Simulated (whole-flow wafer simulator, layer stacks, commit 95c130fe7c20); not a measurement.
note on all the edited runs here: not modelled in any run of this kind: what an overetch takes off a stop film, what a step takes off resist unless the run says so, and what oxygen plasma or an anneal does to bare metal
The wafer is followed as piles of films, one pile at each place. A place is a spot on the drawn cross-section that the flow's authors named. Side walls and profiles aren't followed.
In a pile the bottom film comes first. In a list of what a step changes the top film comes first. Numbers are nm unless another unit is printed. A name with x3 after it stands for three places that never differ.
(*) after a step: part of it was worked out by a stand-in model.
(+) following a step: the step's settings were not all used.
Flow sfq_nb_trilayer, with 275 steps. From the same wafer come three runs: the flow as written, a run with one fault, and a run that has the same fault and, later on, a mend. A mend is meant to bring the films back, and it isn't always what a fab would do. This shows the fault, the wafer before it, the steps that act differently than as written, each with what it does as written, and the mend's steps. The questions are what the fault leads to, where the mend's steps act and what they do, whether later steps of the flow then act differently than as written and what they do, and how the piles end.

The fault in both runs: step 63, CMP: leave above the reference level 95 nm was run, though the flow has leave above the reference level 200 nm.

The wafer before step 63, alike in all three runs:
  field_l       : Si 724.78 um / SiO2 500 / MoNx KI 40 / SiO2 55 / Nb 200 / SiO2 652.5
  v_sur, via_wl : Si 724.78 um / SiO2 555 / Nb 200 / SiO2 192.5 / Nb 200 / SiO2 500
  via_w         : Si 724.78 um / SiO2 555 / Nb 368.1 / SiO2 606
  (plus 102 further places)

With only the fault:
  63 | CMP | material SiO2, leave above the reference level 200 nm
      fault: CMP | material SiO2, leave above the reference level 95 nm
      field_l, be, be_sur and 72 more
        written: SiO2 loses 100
        fault: SiO2 loses 205
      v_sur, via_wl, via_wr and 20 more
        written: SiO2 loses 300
        fault: SiO2 loses 405
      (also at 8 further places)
  Steps further on in the flow that do not act as written (not shown: 3 more steps that differ only slightly, by at most 2% or 0.5 nm, whichever is larger):
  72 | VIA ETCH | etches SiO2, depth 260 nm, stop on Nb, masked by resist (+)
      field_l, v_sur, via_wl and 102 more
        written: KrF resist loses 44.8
        fault: KrF resist loses 24.5
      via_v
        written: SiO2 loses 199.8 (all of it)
        fault: SiO2 loses 94.8 (all of it)
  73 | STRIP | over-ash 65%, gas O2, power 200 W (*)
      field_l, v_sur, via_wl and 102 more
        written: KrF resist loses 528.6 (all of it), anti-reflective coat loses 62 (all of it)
        fault: KrF resist loses 548.9 (all of it), anti-reflective coat loses 62 (all of it)
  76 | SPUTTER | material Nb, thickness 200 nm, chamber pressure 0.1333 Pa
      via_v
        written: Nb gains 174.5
        fault: Nb gains 195.3
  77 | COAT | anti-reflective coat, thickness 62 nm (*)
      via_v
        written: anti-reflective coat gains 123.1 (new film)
        fault: anti-reflective coat gains 100.2 (new film)
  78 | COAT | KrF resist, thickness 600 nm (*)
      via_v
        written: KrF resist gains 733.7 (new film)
        fault: KrF resist gains 647.1 (new film)
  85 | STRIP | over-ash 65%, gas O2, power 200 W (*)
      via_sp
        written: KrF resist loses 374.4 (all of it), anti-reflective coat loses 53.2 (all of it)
        fault: KrF resist loses 382.6 (all of it), anti-reflective coat loses 53.4 (all of it)
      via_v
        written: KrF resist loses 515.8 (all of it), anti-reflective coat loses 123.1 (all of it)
        fault: KrF resist loses 429.4 (all of it), anti-reflective coat loses 100.2 (all of it)
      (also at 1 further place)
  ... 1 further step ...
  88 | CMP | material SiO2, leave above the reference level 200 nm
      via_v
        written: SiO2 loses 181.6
        fault: SiO2 loses 201.4
  By the end, the piles at field_l, v_sur, via_wl and 103 more depart from the flow's by more than 2% or 0.5 nm, whichever is larger.
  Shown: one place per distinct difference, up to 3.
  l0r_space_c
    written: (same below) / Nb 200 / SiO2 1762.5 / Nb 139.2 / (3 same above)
    fault: (same below) / Nb 200 / SiO2 1657.5 / Nb 139.2 / (3 same above)
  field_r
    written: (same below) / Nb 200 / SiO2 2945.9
    fault: (same below) / Nb 200 / SiO2 2840.9
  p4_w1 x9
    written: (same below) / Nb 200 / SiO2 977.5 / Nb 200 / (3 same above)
    fault: (same below) / Nb 200 / SiO2 872.5 / Nb 200 / (3 same above)

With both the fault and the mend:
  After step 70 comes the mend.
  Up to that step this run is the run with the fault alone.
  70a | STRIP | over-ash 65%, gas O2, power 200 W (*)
      field_l, v_sur, via_wl and 102 more
        KrF resist loses 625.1 (all of it), anti-reflective coat loses 62 (all of it)
      via_v
        anti-reflective coat loses 62 (all of it)
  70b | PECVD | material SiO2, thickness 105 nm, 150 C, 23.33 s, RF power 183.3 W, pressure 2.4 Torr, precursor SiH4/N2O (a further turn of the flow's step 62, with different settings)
      field_l, v_sur, via_wl and 103 more
        SiO2 gains 105
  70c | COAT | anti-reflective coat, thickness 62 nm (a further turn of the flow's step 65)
      field_l, v_sur, via_wl and 103 more
        anti-reflective coat gains 62 (new film)
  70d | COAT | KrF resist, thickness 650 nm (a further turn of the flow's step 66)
      field_l, v_sur, via_wl and 103 more
        KrF resist gains 650 (new film)
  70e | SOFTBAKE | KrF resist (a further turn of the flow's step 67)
      does not change any film at any place that is followed
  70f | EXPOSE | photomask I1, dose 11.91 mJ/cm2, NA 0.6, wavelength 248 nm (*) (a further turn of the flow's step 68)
      does not change any film at any place that is followed
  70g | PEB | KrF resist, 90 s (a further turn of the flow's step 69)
      field_l, v_sur, via_wl and 103 more
        KrF resist loses 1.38
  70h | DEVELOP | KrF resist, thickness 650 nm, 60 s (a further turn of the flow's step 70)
      field_l, v_sur, via_wl and 102 more
        KrF resist loses 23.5
      via_v
        KrF resist loses 648.6 (all of it)
  None of the later steps of the flow differs from how it acts as written, at any place that is followed, by more than 2% or 0.5 nm, whichever is larger.
  When the end is reached, the piles differ only a little from the flow's at the places that both follow, at most by 2% or 0.5 nm, whichever is larger.
